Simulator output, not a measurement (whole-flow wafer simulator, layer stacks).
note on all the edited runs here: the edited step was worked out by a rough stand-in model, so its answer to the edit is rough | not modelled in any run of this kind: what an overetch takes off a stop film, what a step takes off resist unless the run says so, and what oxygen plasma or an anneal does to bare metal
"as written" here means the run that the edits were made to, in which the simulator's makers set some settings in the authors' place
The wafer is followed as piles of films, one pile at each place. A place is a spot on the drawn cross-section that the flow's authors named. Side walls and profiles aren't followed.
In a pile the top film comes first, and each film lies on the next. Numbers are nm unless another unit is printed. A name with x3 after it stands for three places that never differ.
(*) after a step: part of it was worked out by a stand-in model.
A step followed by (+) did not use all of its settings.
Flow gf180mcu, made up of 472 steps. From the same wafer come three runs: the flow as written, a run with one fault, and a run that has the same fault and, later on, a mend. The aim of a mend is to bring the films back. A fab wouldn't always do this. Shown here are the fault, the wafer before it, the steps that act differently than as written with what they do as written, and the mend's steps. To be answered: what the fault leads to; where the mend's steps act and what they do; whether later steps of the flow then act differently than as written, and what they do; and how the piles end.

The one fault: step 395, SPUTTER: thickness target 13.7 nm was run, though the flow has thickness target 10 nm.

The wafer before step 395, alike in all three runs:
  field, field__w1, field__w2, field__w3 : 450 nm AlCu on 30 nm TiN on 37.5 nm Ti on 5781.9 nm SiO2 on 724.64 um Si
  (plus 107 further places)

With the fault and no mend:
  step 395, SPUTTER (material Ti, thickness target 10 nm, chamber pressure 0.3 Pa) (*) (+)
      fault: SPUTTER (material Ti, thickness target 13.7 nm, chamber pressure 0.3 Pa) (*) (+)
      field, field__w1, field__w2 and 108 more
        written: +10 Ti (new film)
        fault: +13.7 Ti (new film)
  Steps later in the flow that act otherwise than as written (2 more steps, not shown, differ only slightly: by at most 2% or 0.5 nm, whichever is larger):
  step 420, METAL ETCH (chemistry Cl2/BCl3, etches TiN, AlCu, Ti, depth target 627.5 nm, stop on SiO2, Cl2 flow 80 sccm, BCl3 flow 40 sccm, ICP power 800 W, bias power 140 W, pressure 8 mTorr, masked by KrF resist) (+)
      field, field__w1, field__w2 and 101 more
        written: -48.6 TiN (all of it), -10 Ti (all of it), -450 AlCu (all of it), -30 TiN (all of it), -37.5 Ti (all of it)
        fault: -48.6 TiN (all of it), -13.7 Ti (all of it), -450 AlCu (all of it), -30 TiN (all of it), -37.5 Ti (all of it)
  By the end, the piles at field__w4, field__w8, contact, m1, m1__w1, mim, mim_1p0, m1_nw depart from the flow's by more than 2% or 0.5 nm, whichever is larger.
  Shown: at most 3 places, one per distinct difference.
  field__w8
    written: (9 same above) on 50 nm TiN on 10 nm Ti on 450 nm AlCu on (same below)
    fault: (9 same above) on 50 nm TiN on 13.7 nm Ti on 450 nm AlCu on (same below)
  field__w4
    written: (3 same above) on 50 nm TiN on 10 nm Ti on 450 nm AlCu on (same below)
    fault: (3 same above) on 50 nm TiN on 13.7 nm Ti on 450 nm AlCu on (same below)
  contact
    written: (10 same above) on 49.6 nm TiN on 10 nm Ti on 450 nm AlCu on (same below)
    fault: (10 same above) on 49.6 nm TiN on 13.7 nm Ti on 450 nm AlCu on (same below)

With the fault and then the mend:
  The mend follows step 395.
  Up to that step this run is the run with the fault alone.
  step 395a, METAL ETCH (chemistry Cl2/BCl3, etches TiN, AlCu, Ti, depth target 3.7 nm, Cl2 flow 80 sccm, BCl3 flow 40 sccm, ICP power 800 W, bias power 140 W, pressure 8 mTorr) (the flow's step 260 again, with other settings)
      field, field__w1, field__w2 and 108 more
        -3.7 Ti
  None of the later steps of the flow acts differently than as written at any place that is followed.
  By the end, the piles equal the flow's at every place that both follow.
